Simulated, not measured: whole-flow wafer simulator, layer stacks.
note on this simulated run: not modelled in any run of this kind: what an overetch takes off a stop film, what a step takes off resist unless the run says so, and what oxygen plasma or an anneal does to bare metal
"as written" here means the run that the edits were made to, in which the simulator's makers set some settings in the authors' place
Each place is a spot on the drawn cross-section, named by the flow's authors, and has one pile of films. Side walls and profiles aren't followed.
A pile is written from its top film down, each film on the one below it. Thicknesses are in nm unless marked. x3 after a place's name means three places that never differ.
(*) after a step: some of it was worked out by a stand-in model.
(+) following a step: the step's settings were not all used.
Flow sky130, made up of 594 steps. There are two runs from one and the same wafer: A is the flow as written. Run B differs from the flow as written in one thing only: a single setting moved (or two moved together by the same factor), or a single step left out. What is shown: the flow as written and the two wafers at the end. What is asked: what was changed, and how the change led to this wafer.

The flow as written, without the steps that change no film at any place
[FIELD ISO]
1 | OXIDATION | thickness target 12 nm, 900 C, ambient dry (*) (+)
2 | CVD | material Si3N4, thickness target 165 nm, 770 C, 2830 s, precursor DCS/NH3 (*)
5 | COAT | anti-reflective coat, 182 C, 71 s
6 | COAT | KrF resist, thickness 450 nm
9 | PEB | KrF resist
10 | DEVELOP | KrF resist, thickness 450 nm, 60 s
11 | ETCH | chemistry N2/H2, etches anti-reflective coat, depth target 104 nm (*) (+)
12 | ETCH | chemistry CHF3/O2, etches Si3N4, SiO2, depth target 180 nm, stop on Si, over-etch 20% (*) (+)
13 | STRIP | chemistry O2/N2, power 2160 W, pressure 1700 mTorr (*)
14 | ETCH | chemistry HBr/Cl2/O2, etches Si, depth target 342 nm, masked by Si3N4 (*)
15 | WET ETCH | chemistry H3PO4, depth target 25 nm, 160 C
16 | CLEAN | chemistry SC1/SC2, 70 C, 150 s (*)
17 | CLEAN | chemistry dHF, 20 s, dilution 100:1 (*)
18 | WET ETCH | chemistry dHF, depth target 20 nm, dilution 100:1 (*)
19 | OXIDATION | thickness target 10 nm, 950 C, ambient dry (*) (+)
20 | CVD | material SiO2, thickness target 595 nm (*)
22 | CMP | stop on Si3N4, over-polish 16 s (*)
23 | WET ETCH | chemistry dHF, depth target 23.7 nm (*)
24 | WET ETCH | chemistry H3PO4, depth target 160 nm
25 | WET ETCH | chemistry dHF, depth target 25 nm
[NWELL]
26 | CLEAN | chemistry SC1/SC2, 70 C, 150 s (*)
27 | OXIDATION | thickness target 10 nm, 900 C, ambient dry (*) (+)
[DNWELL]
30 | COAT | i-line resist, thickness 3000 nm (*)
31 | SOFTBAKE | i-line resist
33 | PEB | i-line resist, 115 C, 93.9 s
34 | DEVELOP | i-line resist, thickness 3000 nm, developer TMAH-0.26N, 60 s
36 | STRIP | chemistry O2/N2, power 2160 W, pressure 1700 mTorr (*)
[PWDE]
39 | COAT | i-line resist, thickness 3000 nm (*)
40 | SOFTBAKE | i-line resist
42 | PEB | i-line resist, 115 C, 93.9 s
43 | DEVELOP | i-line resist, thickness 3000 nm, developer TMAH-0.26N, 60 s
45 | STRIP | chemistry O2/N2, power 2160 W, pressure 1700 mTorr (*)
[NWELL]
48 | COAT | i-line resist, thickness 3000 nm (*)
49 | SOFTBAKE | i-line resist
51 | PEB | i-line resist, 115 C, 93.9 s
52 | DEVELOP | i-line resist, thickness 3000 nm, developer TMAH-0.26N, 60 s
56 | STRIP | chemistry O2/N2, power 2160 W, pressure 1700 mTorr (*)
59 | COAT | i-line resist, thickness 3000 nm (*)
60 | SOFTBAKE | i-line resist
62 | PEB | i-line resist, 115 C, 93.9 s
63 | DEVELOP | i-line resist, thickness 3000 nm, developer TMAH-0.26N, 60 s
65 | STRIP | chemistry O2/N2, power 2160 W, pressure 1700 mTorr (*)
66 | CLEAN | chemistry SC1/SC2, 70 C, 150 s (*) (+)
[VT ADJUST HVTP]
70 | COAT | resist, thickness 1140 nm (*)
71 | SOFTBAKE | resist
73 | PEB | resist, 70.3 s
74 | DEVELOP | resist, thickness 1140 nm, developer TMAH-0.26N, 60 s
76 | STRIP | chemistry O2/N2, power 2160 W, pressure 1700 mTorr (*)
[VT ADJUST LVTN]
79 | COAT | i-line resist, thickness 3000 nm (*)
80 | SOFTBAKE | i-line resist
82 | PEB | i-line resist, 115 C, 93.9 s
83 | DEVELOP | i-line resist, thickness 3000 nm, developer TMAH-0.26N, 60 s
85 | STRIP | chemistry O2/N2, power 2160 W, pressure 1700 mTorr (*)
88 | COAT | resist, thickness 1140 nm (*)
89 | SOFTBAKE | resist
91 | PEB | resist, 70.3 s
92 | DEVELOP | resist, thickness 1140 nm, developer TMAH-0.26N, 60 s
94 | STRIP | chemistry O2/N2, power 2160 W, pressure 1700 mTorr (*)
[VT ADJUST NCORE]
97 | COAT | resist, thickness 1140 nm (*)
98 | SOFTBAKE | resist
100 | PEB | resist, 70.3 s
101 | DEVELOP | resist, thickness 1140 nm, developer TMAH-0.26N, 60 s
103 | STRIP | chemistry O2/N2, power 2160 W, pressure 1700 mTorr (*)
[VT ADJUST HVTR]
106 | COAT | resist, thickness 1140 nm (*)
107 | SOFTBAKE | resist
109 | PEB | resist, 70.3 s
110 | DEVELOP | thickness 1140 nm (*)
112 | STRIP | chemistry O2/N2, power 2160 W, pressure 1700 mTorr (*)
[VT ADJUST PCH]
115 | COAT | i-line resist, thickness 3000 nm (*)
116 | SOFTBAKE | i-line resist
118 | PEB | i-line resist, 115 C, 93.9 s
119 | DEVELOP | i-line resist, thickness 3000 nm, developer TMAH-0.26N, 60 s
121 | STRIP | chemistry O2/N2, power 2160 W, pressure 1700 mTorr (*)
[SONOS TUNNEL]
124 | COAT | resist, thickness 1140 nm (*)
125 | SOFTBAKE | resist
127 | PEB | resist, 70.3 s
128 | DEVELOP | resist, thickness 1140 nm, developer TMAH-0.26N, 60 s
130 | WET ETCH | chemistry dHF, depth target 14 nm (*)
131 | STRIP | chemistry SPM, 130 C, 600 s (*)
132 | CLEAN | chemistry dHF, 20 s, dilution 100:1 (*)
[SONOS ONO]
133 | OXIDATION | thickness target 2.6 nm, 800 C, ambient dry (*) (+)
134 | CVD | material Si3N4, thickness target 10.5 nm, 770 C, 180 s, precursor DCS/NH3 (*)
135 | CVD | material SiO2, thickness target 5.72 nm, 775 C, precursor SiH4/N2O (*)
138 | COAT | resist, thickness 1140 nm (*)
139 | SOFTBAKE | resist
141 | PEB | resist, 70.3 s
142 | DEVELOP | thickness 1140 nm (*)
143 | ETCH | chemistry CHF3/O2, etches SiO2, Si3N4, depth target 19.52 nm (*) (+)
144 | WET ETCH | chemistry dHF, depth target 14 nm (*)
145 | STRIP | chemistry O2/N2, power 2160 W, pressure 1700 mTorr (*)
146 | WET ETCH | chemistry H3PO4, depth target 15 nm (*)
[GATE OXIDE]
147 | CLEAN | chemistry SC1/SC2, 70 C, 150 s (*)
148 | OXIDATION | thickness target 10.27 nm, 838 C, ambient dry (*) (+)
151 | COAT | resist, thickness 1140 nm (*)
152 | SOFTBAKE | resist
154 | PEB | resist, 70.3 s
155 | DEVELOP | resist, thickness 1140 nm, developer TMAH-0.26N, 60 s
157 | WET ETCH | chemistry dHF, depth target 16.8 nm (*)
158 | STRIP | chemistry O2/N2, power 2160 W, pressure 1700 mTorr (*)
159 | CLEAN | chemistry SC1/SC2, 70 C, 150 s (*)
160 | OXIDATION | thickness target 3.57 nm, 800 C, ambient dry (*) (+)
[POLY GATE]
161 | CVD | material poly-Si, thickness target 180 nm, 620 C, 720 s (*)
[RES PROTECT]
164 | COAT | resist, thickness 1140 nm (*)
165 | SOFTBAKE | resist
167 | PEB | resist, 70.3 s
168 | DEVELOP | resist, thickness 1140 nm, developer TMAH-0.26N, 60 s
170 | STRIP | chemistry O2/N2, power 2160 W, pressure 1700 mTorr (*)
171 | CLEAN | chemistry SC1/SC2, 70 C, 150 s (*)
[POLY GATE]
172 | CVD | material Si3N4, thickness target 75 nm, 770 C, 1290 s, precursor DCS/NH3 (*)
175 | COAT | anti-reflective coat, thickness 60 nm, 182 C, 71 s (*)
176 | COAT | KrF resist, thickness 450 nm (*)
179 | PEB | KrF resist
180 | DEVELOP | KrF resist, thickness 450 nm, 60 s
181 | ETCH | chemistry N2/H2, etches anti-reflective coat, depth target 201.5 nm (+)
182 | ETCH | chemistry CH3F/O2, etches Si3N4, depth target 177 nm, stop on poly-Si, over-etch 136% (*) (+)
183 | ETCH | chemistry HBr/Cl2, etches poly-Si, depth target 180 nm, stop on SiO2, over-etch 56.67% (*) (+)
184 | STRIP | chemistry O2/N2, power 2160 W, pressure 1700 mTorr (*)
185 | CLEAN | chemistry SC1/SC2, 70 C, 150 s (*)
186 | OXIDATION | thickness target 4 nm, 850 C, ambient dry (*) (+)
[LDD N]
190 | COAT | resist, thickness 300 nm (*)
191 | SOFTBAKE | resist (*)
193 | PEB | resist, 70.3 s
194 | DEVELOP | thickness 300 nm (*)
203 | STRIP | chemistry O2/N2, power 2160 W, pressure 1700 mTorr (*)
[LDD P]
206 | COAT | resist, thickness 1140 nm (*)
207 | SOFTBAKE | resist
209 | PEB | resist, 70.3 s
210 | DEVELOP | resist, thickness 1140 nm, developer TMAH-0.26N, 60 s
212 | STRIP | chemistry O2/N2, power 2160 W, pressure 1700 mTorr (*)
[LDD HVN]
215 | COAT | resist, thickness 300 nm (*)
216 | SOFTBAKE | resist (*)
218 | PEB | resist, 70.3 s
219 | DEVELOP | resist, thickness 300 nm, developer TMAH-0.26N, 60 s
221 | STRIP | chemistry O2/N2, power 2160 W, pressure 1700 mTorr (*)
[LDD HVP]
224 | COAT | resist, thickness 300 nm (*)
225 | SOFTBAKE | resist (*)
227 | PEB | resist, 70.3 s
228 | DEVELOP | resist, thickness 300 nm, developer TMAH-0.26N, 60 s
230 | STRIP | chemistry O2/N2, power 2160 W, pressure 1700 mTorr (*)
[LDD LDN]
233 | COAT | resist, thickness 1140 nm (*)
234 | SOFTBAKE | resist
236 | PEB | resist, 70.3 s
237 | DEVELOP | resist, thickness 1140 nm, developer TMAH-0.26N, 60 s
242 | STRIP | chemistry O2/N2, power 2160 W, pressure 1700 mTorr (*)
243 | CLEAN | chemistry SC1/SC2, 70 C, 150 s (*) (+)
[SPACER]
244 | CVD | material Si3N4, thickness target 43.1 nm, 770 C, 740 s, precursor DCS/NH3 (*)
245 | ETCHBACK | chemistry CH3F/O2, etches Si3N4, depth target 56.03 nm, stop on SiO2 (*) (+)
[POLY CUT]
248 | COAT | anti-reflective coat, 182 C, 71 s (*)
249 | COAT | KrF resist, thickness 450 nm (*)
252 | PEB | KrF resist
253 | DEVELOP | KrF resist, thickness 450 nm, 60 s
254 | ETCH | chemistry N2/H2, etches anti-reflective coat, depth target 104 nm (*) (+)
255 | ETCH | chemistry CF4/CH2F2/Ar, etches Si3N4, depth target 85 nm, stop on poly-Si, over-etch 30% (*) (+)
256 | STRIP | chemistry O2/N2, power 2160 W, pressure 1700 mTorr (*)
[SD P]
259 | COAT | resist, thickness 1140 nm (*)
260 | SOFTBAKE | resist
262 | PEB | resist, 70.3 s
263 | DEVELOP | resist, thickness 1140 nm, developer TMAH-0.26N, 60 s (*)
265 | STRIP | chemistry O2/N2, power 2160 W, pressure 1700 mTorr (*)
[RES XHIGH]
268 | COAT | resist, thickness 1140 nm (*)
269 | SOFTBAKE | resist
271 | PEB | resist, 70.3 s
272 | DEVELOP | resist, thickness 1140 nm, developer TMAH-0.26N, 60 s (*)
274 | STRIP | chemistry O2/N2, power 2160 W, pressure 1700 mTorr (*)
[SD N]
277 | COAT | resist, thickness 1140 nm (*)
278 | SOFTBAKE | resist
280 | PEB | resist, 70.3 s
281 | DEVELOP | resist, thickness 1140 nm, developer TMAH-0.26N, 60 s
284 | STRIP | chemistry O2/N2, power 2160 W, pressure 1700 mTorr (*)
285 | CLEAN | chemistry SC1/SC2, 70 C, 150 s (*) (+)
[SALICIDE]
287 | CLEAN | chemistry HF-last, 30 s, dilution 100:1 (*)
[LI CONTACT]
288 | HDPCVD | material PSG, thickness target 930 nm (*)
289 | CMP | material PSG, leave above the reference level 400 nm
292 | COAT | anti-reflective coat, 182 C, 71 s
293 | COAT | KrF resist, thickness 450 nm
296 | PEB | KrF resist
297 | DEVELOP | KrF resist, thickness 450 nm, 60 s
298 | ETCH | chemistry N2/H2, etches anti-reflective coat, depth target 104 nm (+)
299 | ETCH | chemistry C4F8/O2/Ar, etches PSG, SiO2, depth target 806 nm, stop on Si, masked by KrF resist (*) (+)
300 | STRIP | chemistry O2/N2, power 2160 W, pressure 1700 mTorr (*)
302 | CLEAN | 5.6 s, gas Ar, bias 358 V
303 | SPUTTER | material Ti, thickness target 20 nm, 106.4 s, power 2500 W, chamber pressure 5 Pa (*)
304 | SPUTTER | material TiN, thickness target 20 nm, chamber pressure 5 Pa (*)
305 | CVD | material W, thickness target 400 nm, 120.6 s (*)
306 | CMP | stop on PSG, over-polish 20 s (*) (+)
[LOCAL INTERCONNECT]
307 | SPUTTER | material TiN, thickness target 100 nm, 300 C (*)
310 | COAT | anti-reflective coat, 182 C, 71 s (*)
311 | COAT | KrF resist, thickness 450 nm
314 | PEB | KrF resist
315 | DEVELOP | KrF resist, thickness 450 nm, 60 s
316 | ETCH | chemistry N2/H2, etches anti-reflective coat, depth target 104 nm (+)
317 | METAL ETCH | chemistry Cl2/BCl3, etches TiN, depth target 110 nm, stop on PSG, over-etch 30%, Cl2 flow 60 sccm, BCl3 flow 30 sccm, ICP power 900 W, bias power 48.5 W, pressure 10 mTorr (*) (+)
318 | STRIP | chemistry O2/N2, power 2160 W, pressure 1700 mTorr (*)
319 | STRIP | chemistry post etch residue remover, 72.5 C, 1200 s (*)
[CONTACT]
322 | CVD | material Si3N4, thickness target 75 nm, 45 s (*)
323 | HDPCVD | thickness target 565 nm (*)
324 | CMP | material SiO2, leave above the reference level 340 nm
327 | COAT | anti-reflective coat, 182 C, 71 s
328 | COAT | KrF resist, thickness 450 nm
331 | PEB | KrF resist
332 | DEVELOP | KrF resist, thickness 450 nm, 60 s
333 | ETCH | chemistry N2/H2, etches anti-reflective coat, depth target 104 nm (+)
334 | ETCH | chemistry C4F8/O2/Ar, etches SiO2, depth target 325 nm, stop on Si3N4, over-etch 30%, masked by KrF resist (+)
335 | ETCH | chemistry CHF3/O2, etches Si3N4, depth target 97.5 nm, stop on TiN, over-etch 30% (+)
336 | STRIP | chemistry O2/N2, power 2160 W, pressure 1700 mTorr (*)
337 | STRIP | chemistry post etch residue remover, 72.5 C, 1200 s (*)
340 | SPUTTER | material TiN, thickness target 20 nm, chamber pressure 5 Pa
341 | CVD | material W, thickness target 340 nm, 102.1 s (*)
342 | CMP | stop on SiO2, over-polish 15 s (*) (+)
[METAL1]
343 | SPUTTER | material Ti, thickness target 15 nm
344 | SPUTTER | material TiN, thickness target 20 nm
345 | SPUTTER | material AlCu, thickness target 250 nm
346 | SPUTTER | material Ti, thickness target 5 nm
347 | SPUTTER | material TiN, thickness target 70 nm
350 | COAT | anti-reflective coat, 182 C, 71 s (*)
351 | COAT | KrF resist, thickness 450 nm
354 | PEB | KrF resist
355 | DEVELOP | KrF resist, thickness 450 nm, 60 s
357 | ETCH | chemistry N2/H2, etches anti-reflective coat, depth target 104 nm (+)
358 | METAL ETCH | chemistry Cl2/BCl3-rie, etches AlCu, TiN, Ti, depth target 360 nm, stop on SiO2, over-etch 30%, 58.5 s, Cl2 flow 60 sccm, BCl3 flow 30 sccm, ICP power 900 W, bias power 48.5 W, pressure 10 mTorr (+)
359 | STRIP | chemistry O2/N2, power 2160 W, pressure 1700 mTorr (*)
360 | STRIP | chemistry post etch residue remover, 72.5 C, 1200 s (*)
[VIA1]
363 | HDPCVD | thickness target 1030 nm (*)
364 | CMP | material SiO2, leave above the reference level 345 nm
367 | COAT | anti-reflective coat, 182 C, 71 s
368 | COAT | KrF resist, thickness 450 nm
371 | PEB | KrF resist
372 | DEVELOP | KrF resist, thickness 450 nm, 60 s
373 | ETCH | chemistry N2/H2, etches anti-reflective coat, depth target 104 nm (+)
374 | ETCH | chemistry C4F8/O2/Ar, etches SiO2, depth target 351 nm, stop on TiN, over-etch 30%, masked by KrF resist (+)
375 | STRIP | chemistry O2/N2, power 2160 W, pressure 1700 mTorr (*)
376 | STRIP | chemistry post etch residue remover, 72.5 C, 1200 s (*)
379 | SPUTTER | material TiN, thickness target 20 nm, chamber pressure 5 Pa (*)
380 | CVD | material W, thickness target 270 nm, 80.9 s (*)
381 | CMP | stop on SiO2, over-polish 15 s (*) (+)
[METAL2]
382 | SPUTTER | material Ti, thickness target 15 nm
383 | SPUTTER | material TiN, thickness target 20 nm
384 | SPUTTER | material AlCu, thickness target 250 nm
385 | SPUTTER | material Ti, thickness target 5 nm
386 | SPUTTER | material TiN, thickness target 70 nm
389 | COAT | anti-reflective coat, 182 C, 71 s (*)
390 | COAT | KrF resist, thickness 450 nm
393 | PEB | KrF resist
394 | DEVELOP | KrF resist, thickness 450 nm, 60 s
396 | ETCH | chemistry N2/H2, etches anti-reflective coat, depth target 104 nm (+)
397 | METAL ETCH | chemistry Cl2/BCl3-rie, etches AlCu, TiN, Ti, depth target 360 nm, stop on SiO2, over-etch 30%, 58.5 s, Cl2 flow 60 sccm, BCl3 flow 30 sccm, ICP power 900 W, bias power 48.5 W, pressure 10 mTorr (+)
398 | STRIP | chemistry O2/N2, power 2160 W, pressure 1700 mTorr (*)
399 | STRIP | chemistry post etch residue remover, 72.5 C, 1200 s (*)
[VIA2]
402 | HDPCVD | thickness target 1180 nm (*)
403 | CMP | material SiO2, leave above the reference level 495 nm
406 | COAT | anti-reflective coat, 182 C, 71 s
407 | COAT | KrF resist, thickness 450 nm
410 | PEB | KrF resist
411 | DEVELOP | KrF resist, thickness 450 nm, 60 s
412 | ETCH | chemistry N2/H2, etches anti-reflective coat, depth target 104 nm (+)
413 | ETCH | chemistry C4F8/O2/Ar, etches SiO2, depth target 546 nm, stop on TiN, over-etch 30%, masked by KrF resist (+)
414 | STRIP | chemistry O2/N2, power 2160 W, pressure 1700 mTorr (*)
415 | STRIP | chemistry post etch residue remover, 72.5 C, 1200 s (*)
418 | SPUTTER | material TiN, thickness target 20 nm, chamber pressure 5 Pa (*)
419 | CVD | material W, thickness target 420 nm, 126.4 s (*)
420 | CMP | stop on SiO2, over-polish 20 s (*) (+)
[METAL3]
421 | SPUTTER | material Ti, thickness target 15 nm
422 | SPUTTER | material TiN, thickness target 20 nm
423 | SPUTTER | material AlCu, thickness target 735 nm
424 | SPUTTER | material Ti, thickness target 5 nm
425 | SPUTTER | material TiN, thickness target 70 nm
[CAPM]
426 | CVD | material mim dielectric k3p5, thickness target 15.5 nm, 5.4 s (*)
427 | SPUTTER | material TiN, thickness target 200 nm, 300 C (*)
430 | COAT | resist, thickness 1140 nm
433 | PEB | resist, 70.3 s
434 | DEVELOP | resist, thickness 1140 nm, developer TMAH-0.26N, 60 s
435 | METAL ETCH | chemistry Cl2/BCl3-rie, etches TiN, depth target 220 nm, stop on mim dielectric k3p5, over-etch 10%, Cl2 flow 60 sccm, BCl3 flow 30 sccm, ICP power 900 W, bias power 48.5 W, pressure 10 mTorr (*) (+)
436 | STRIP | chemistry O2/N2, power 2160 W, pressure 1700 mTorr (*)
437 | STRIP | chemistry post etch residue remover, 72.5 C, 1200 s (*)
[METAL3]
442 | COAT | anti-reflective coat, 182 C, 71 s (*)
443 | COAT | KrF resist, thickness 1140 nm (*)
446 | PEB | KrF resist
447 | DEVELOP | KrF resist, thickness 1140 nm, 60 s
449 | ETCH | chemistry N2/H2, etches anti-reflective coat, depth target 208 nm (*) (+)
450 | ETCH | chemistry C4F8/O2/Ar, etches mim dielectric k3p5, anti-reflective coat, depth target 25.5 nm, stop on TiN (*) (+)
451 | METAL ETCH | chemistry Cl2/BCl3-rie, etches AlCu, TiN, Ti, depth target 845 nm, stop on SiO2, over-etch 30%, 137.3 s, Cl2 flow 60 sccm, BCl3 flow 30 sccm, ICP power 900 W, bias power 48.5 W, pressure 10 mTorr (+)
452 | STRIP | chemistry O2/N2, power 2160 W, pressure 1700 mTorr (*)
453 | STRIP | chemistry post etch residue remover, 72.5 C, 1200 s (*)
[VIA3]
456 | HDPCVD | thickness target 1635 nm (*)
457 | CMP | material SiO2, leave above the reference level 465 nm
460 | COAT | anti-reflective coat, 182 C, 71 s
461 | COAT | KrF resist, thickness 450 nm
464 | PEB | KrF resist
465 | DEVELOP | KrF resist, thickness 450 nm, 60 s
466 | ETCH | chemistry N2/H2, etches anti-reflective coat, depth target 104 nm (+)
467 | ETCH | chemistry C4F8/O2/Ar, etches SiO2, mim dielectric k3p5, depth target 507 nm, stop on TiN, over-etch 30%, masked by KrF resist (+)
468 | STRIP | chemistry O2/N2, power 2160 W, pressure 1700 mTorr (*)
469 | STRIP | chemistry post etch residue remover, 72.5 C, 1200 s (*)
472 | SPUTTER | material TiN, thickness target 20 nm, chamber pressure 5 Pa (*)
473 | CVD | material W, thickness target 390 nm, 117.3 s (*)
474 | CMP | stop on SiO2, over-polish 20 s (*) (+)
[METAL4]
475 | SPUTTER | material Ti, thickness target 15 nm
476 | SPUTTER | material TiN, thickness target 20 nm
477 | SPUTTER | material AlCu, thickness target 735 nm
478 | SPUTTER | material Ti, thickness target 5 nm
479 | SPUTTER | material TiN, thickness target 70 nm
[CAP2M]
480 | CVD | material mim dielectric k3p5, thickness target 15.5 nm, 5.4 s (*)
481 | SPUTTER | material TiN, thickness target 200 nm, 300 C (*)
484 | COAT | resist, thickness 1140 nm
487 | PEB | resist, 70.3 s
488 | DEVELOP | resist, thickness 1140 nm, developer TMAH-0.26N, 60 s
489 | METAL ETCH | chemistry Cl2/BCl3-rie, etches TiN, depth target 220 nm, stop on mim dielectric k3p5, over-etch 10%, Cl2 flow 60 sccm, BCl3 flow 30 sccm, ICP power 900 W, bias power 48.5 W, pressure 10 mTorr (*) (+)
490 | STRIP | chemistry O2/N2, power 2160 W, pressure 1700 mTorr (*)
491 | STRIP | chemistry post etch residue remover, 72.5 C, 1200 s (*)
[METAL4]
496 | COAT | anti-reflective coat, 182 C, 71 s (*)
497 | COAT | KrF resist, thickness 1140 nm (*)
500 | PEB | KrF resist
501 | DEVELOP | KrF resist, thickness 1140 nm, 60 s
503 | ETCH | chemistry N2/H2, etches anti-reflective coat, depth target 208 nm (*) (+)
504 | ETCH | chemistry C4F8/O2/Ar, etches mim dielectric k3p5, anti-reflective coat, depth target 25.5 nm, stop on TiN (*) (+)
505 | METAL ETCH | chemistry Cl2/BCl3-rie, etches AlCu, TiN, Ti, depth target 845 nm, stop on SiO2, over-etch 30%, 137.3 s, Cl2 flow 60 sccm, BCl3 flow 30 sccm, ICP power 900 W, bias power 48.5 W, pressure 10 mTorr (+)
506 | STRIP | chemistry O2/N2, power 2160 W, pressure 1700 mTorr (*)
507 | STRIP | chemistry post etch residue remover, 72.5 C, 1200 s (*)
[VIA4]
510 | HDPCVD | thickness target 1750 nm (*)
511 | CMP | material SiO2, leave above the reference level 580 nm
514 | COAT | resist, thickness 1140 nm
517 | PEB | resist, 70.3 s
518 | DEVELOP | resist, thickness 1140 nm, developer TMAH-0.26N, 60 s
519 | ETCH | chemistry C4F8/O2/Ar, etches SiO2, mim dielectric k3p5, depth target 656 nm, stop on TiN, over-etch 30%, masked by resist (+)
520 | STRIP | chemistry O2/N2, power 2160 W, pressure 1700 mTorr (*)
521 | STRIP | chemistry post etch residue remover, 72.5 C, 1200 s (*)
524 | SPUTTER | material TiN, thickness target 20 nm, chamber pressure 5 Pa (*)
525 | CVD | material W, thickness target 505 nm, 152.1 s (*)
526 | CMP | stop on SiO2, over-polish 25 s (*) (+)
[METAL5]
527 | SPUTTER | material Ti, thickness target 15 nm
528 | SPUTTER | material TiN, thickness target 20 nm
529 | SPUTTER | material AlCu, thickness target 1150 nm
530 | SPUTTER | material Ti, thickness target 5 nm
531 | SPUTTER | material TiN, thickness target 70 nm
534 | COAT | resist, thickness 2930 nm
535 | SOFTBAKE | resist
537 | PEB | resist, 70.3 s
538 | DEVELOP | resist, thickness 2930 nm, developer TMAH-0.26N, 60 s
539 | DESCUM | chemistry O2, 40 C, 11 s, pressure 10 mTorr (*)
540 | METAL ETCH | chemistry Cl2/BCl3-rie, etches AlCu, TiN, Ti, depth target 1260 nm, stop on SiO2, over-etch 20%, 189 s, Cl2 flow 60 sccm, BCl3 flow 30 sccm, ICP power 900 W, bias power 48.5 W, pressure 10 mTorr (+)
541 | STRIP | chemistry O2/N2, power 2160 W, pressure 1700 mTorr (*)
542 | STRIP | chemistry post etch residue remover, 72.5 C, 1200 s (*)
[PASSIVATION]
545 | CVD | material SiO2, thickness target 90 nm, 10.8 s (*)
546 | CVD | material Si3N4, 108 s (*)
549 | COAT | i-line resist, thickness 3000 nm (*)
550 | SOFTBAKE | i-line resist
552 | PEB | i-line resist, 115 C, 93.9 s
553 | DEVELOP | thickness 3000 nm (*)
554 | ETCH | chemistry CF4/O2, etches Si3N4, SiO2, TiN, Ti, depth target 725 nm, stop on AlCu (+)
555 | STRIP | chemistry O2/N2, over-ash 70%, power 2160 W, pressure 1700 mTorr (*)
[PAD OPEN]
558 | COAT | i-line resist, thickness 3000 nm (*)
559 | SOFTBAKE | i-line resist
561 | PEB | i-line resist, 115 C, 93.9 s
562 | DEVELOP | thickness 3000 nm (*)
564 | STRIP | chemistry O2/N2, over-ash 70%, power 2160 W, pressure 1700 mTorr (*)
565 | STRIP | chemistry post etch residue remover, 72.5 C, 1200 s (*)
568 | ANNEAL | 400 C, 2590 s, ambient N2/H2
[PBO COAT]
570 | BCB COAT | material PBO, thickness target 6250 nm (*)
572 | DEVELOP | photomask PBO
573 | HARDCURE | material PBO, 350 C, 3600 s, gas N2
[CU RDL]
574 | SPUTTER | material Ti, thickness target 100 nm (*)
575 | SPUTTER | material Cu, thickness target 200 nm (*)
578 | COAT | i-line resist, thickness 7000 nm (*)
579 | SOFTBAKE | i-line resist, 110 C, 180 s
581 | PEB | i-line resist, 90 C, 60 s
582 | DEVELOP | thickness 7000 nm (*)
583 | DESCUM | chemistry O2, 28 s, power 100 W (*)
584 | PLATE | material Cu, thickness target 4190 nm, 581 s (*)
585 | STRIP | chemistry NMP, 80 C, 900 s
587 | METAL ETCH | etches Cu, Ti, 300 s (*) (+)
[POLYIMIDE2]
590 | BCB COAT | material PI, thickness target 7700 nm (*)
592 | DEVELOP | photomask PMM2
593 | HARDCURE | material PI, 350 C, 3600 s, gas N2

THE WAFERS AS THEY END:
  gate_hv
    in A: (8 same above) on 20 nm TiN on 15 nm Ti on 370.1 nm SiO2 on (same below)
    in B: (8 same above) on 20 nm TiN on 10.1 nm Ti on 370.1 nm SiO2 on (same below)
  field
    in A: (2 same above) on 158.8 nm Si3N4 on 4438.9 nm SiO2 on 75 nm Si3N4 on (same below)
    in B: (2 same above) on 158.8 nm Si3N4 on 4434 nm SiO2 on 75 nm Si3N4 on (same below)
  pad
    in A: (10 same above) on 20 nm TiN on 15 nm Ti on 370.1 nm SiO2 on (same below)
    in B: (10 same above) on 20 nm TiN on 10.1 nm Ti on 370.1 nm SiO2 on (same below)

The reason: step 475, SPUTTER: thickness target 10.1 nm was run, whereas the flow has thickness target 15 nm.
The wafer lets one read it off: gate_hv has Ti 10.1, and step 475 as written asks for 15 nm.

How this came from the change, step by step:
  475 | SPUTTER | material Ti, thickness target 15 nm
      field, active, n_well and 189 more: A Ti gains 15 (new film) | B Ti gains 10.1 (new film)
  505 | METAL ETCH | chemistry Cl2/BCl3-rie, etches AlCu, TiN, Ti, depth target 845 nm, stop on SiO2, over-etch 30%, 137.3 s, Cl2 flow 60 sccm, BCl3 flow 30 sccm, ICP power 900 W, bias power 48.5 W, pressure 10 mTorr (+)
      field, gate, spacer and 68 more: A TiN loses 70 (all of it), Ti loses 5 (all of it), AlCu loses 735 (all of it), TiN loses 20 (all of it), Ti loses 15 (all of it), SiO2 loses 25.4 | B TiN loses 70 (all of it), Ti loses 5 (all of it), AlCu loses 735 (all of it), TiN loses 20 (all of it), Ti loses 10.1 (all of it), SiO2 loses 25.8
      active, vpp_iso1, mim_edge_plate and 14 more: A TiN loses 70 (all of it), Ti loses 5 (all of it), AlCu loses 735 (all of it), TiN loses 20 (all of it), Ti loses 15 (all of it), SiO2 loses 25.3 | B TiN loses 70 (all of it), Ti loses 5 (all of it), AlCu loses 735 (all of it), TiN loses 20 (all of it), Ti loses 10.1 (all of it), SiO2 loses 25.8
